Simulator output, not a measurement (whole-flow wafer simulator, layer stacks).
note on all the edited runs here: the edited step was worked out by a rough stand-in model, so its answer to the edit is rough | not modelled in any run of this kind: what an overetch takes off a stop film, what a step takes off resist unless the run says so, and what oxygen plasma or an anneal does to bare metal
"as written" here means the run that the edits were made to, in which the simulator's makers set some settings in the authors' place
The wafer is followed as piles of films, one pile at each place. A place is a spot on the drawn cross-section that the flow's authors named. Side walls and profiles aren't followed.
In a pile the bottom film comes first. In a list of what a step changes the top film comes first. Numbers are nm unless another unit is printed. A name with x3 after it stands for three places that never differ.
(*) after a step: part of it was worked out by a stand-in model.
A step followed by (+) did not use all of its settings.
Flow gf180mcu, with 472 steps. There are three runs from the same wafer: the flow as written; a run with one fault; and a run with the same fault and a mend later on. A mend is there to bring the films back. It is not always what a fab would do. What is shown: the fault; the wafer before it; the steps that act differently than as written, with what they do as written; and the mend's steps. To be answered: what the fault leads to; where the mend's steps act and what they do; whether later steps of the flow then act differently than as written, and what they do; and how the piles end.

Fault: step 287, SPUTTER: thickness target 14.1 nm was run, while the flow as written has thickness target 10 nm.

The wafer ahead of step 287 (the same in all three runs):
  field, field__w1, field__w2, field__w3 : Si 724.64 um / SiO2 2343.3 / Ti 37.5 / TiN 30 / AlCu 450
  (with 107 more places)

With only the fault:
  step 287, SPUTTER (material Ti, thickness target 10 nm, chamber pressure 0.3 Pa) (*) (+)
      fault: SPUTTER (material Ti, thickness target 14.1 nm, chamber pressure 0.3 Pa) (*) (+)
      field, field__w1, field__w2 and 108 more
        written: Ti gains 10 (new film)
        fault: Ti gains 14.1 (new film)
  Steps later in the flow that act otherwise than as written (not shown: 5 more steps that differ only slightly, by at most 2% or 0.5 nm, whichever is larger):
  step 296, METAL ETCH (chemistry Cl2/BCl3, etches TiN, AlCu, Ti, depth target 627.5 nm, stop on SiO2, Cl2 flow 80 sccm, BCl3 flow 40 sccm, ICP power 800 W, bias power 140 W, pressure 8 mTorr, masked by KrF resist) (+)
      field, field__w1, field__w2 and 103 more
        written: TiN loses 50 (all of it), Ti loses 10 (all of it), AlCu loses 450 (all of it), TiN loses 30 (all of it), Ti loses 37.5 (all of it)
        fault: TiN loses 50 (all of it), Ti loses 14.1 (all of it), AlCu loses 450 (all of it), TiN loses 30 (all of it), Ti loses 37.5 (all of it)
  By the end, the piles at field__w8, contact, m1, m1__w1, m1_nw depart from the flow's by more than 2% or 0.5 nm, whichever is larger.
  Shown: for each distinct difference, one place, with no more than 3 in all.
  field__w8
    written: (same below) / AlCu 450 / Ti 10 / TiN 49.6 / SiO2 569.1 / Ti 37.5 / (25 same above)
    fault: (same below) / AlCu 450 / Ti 14.1 / TiN 49.6 / SiO2 565 / Ti 37.5 / (25 same above)
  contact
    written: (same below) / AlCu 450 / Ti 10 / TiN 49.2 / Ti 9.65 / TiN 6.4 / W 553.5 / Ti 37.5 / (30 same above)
    fault: (same below) / AlCu 450 / Ti 14.1 / TiN 49.2 / Ti 9.68 / TiN 6.42 / W 549.4 / Ti 37.5 / (30 same above)

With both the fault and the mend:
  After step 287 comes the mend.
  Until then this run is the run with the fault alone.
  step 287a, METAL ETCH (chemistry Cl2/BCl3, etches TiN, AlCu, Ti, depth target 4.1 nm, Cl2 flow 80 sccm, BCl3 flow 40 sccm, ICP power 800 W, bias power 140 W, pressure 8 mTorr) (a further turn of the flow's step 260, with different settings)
      field, field__w1, field__w2 and 108 more
        Ti loses 4.1
  Every later step of the flow that is run acts as written at every place that is followed.
  At every place that both follow, the piles at the end match the flow's.
